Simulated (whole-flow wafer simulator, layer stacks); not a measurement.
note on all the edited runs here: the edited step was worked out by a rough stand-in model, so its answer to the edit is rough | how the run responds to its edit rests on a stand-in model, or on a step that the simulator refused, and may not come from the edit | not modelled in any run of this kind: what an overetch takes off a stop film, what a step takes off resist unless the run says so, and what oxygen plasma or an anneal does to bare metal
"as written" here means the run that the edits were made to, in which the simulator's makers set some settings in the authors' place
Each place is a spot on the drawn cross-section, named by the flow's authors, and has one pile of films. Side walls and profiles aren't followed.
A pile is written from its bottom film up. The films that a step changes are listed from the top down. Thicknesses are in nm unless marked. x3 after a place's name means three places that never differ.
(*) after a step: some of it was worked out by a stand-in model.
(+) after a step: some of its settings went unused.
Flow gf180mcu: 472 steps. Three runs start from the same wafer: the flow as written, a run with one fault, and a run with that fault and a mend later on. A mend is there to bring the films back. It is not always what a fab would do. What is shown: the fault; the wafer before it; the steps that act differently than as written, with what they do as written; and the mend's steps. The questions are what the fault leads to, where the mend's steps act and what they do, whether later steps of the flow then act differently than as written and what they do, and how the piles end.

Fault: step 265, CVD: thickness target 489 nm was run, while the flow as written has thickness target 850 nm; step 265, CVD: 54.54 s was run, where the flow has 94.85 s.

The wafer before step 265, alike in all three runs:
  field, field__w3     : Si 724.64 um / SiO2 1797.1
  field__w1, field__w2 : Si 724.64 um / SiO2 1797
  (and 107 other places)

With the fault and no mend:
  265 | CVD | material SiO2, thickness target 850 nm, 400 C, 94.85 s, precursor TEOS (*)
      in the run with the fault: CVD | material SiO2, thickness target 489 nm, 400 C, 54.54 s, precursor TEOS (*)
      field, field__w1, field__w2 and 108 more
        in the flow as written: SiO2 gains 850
        in the run with the fault: SiO2 gains 496.5
  Later steps of the flow acting differently than as written (not shown: 5 more steps that differ only slightly, by at most 2% or 0.5 nm, whichever is larger):
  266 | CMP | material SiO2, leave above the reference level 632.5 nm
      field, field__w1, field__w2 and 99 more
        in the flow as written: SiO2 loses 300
        in the run with the fault: nothing
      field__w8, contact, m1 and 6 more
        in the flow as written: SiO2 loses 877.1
        in the run with the fault: SiO2 loses 523.6
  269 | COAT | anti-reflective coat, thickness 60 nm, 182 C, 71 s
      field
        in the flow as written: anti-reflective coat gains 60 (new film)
        in the run with the fault: anti-reflective coat gains 81.2 (new film)
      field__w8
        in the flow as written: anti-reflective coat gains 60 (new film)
        in the run with the fault: anti-reflective coat gains 30.7 (new film)
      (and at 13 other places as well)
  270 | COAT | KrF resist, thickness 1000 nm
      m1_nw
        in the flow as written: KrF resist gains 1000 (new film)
        in the run with the fault: KrF resist gains 978.4 (new film)
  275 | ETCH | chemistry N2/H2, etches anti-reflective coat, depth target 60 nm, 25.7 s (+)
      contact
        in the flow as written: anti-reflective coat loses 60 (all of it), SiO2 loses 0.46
        in the run with the fault: anti-reflective coat loses 32.4 (all of it), SiO2 loses 1.17
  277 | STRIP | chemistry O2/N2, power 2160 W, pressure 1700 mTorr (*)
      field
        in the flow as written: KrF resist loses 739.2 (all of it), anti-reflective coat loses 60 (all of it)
        in the run with the fault: KrF resist loses 728.9 (all of it), anti-reflective coat loses 81.2 (all of it)
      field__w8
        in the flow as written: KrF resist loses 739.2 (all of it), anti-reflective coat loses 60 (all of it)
        in the run with the fault: KrF resist loses 733.6 (all of it), anti-reflective coat loses 30.7 (all of it)
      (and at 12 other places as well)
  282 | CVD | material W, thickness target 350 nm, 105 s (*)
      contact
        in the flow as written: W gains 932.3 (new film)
        in the run with the fault: W gains 878.3 (new film)
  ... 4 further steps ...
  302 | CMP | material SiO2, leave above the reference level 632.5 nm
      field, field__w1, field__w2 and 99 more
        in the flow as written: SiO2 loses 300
        in the run with the fault: SiO2 loses 291.3
  By the end, the piles at field, field__w1, field__w2 and 105 more depart from the flow's by more than 2% or 0.5 nm, whichever is larger.
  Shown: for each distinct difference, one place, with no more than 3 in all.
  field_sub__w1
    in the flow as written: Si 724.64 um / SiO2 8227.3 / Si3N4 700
    in the run with the fault: Si 724.64 um / SiO2 2293.5 / Ti 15 / TiN 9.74 / SiO2 5892.8 / Si3N4 700
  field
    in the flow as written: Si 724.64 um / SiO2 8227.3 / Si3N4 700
    in the run with the fault: Si 724.64 um / SiO2 2293.6 / Ti 15 / TiN 9.74 / SiO2 5892.8 / Si3N4 700
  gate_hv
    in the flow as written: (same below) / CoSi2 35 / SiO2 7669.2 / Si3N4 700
    in the run with the fault: (same below) / CoSi2 35 / SiO2 1735.4 / Ti 15 / TiN 9.74 / SiO2 5892.8 / Si3N4 700

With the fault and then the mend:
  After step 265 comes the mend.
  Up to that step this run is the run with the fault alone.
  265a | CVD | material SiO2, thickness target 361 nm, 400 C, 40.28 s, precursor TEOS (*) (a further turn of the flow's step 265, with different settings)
      field, field__w1, field__w2 and 108 more
        SiO2 gains 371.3
  Later steps of the flow acting differently than as written:
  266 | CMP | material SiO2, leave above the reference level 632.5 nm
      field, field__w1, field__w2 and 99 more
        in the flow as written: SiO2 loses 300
        in the run with the mend: SiO2 loses 317.8
  The piles end the same as the flow's at every place that both follow.
